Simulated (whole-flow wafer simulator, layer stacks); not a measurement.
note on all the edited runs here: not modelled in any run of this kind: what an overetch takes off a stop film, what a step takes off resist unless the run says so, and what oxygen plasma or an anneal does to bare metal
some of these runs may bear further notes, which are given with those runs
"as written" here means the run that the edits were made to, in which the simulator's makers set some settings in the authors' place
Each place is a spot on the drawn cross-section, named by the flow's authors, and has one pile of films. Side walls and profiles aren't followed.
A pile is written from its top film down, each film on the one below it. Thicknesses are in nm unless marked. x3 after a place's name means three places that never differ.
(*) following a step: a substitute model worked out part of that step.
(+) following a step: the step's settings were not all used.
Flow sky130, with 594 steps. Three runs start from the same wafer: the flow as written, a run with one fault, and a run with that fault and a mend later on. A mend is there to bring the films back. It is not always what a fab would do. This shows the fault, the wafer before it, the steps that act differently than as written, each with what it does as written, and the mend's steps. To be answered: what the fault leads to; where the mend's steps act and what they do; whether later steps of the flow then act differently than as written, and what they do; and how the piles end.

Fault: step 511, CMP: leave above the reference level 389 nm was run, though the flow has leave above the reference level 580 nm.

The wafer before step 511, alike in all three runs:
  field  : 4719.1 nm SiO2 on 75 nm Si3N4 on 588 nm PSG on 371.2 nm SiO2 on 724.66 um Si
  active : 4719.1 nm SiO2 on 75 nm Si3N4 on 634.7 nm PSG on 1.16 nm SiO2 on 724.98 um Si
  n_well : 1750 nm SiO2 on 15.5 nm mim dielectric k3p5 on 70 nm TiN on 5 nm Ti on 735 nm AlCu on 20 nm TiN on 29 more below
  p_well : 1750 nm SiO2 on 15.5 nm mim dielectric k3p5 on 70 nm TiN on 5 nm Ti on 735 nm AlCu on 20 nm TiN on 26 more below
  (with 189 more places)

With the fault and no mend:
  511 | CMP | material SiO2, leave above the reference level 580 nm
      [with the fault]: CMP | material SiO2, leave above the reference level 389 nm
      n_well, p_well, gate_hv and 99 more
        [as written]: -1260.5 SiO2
        [with the fault]: -1451.5 SiO2
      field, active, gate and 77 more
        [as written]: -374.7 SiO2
        [with the fault]: -565.7 SiO2
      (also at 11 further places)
  Steps further on in the flow that do not act as written:
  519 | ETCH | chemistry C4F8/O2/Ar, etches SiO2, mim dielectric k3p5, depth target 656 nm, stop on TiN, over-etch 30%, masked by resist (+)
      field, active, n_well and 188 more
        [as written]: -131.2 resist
        [with the fault]: -81.8 resist
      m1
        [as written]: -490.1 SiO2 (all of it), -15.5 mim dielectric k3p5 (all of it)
        [with the fault]: -299.1 SiO2 (all of it), -15.5 mim dielectric k3p5 (all of it)
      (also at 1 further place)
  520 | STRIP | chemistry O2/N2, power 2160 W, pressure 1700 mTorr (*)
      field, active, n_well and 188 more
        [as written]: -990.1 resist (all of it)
        [with the fault]: -1039.5 resist (all of it)
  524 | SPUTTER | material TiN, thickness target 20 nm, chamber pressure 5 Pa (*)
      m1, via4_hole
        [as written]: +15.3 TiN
        [with the fault]: +16.7 TiN
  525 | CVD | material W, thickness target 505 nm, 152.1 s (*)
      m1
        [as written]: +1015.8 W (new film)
        [with the fault]: +626.6 W (new film)
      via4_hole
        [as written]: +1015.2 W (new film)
        [with the fault]: +627.7 W (new film)
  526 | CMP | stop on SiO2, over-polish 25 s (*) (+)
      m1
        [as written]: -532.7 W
        [with the fault]: -335.9 W
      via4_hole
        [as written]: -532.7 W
        [with the fault]: -337.7 W
  The piles end different from the flow's at field, active, n_well and 190 more by more than 2% or 0.5 nm, whichever is larger.
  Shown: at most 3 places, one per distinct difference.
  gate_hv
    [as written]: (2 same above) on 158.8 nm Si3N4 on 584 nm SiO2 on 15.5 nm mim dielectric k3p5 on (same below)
    [with the fault]: (2 same above) on 158.8 nm Si3N4 on 393 nm SiO2 on 15.5 nm mim dielectric k3p5 on (same below)
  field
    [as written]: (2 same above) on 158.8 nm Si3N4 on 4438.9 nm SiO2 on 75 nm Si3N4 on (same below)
    [with the fault]: (2 same above) on 158.8 nm Si3N4 on 4247.9 nm SiO2 on 75 nm Si3N4 on (same below)
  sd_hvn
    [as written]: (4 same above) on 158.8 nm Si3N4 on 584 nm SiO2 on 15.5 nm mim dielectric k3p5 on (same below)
    [with the fault]: (4 same above) on 158.8 nm Si3N4 on 393 nm SiO2 on 15.5 nm mim dielectric k3p5 on (same below)

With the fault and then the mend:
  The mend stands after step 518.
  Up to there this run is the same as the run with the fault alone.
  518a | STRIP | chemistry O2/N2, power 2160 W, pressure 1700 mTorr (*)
      field, active, n_well and 188 more
        -1121.3 resist (all of it)
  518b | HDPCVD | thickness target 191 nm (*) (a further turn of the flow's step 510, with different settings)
      field, active, n_well and 190 more
        +191 SiO2
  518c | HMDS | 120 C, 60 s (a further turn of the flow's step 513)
      alters no film at any place that is followed
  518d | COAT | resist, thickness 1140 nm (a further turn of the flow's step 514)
      field, active, n_well and 190 more
        +1140 resist (new film)
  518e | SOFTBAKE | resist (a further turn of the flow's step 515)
      alters no film at any place that is followed
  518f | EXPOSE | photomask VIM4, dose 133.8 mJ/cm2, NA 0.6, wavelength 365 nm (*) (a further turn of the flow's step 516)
      alters no film at any place that is followed
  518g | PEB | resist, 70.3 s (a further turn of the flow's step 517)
      field, active, n_well and 190 more
        -18.7 resist
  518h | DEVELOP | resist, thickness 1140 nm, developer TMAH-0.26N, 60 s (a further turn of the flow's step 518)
      m1, via4_hole
        -1121.3 resist (all of it)
  Every later step of the flow that is run acts as written at every place that is followed.
  The piles end the same as the flow's at every place that both follow.
